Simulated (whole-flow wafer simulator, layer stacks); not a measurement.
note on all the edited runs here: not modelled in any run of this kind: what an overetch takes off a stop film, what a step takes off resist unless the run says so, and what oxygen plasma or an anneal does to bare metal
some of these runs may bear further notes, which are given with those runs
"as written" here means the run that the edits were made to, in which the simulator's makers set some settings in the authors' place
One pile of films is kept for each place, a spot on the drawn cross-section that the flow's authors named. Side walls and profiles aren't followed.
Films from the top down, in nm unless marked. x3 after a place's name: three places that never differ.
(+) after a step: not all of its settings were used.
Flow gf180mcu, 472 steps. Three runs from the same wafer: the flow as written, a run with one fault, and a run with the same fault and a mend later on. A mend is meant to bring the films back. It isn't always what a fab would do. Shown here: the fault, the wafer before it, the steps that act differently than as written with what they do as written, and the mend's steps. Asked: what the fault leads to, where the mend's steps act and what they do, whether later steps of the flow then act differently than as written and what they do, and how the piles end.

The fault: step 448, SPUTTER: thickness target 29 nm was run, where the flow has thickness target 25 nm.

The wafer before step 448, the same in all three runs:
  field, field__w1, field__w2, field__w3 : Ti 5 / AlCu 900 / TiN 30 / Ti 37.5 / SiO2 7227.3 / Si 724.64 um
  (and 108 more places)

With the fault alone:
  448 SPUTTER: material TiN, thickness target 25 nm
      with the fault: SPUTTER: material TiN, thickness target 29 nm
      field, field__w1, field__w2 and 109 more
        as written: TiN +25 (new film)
        with the fault: TiN +29 (new film)
  Later steps of the flow that act differently than as written (4 more steps differ only slightly, by at most 2% or 0.5 nm, whichever is larger, and aren't shown):
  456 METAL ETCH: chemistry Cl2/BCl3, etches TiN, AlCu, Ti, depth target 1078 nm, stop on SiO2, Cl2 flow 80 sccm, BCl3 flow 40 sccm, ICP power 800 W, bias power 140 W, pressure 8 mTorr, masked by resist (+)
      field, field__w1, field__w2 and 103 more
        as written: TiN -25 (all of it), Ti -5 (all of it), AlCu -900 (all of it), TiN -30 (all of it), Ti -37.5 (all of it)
        with the fault: TiN -29 (all of it), Ti -5 (all of it), AlCu -900 (all of it), TiN -30 (all of it), Ti -37.5 (all of it)
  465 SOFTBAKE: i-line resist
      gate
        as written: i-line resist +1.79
        with the fault: i-line resist -0.34
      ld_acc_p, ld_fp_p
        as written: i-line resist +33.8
        with the fault: i-line resist +27
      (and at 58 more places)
  At the end the piles differ from the flow's by more than 2% or 0.5 nm, whichever is larger, at field__w8, contact, m1, m1__w1, pad, m1_nw.
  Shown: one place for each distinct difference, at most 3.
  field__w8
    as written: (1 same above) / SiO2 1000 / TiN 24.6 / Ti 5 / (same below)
    with the fault: (1 same above) / SiO2 1000 / TiN 28.6 / Ti 5 / (same below)
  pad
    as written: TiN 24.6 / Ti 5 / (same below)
    with the fault: TiN 28.6 / Ti 5 / (same below)

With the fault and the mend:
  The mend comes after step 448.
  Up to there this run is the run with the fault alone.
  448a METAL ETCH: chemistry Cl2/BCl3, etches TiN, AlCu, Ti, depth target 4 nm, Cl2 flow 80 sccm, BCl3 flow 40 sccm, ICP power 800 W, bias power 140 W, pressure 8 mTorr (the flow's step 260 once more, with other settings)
      field, field__w1, field__w2 and 109 more
        TiN -4
  No later step of the flow acts differently than as written at any place that is followed.
  At the end the piles are the same as the flow's at every place that both follow.
